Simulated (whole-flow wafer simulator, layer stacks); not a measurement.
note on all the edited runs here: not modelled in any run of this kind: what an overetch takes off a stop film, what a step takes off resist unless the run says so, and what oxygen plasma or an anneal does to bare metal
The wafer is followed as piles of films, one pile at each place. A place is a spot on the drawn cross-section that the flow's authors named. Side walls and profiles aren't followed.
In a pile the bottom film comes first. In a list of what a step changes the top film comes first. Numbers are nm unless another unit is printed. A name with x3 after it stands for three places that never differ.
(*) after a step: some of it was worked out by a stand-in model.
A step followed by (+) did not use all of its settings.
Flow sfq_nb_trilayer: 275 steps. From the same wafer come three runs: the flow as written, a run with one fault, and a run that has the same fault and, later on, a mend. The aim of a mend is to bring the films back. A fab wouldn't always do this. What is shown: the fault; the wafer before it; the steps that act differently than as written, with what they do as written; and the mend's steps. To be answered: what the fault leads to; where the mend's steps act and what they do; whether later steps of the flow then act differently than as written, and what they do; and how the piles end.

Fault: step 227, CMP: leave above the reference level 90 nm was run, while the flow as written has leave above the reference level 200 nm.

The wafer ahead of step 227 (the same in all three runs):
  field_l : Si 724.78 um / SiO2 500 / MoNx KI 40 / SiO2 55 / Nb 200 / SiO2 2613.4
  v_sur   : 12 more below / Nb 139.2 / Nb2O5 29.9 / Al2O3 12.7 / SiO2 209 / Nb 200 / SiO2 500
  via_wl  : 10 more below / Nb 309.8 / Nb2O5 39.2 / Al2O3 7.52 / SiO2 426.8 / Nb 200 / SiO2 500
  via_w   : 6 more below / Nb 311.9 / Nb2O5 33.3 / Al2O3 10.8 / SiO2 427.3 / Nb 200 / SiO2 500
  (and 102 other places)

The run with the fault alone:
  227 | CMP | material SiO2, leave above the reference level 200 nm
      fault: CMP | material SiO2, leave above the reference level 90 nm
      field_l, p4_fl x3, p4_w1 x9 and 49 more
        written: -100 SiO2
        fault: -210 SiO2
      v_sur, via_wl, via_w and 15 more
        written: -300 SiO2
        fault: -410 SiO2
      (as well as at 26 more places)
  Steps further on in the flow that do not act as written (not shown: 3 more steps that differ only slightly, by at most 2% or 0.5 nm, whichever is larger):
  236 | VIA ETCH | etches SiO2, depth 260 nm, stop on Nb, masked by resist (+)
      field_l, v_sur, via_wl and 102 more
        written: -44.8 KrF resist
        fault: -23.2 KrF resist
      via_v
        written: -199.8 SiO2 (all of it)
        fault: -89.8 SiO2 (all of it)
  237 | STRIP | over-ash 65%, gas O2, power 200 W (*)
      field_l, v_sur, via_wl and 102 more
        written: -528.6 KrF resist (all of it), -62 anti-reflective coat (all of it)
        fault: -550.2 KrF resist (all of it), -62 anti-reflective coat (all of it)
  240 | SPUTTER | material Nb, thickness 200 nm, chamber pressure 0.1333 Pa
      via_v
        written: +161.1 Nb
        fault: +188.4 Nb
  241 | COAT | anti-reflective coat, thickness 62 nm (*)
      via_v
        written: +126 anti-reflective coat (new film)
        fault: +101.4 anti-reflective coat (new film)
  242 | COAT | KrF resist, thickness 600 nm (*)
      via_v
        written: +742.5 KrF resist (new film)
        fault: +647.6 KrF resist (new film)
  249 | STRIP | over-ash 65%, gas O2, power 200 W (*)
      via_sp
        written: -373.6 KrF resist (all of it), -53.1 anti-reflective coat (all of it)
        fault: -382.6 KrF resist (all of it), -53.3 anti-reflective coat (all of it)
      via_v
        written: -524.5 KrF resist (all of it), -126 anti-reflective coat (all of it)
        fault: -429.9 KrF resist (all of it), -101.4 anti-reflective coat (all of it)
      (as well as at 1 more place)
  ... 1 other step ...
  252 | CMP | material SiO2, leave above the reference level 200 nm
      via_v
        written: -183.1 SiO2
        fault: -199.4 SiO2
  At field_l, v_sur, via_wl and 103 more, the piles at the end differ from the flow's by more than 2% or 0.5 nm, whichever is larger.
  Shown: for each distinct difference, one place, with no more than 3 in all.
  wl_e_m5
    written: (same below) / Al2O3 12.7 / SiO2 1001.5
    fault: (same below) / Al2O3 12.7 / SiO2 891.5
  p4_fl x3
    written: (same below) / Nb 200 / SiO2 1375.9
    fault: (same below) / Nb 200 / SiO2 1265.9
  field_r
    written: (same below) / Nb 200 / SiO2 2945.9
    fault: (same below) / Nb 200 / SiO2 2835.9

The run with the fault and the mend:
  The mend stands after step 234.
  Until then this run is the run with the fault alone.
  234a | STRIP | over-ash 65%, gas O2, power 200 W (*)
      field_l, v_sur, via_wl and 102 more
        -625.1 KrF resist (all of it), -62 anti-reflective coat (all of it)
      via_v
        -62 anti-reflective coat (all of it)
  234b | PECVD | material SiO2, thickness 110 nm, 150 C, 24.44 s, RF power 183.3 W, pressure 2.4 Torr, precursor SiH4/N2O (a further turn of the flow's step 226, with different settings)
      field_l, v_sur, via_wl and 103 more
        +110 SiO2
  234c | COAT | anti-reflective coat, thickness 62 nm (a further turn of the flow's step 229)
      field_l, v_sur, via_wl and 103 more
        +62 anti-reflective coat (new film)
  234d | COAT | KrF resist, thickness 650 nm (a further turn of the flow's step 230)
      field_l, v_sur, via_wl and 103 more
        +650 KrF resist (new film)
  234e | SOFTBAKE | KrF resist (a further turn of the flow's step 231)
      alters no film at any place that is followed
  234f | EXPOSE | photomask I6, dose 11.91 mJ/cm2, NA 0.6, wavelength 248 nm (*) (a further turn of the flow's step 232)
      alters no film at any place that is followed
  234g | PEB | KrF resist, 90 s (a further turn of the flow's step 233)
      field_l, v_sur, via_wl and 103 more
        -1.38 KrF resist
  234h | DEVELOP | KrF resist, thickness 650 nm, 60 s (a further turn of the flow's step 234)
      field_l, v_sur, via_wl and 102 more
        -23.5 KrF resist
      via_v
        -648.6 KrF resist (all of it)
  Every later step of the flow that is run acts as written at every place that is followed.
  At every place that both follow, the piles at the end match the flow's.
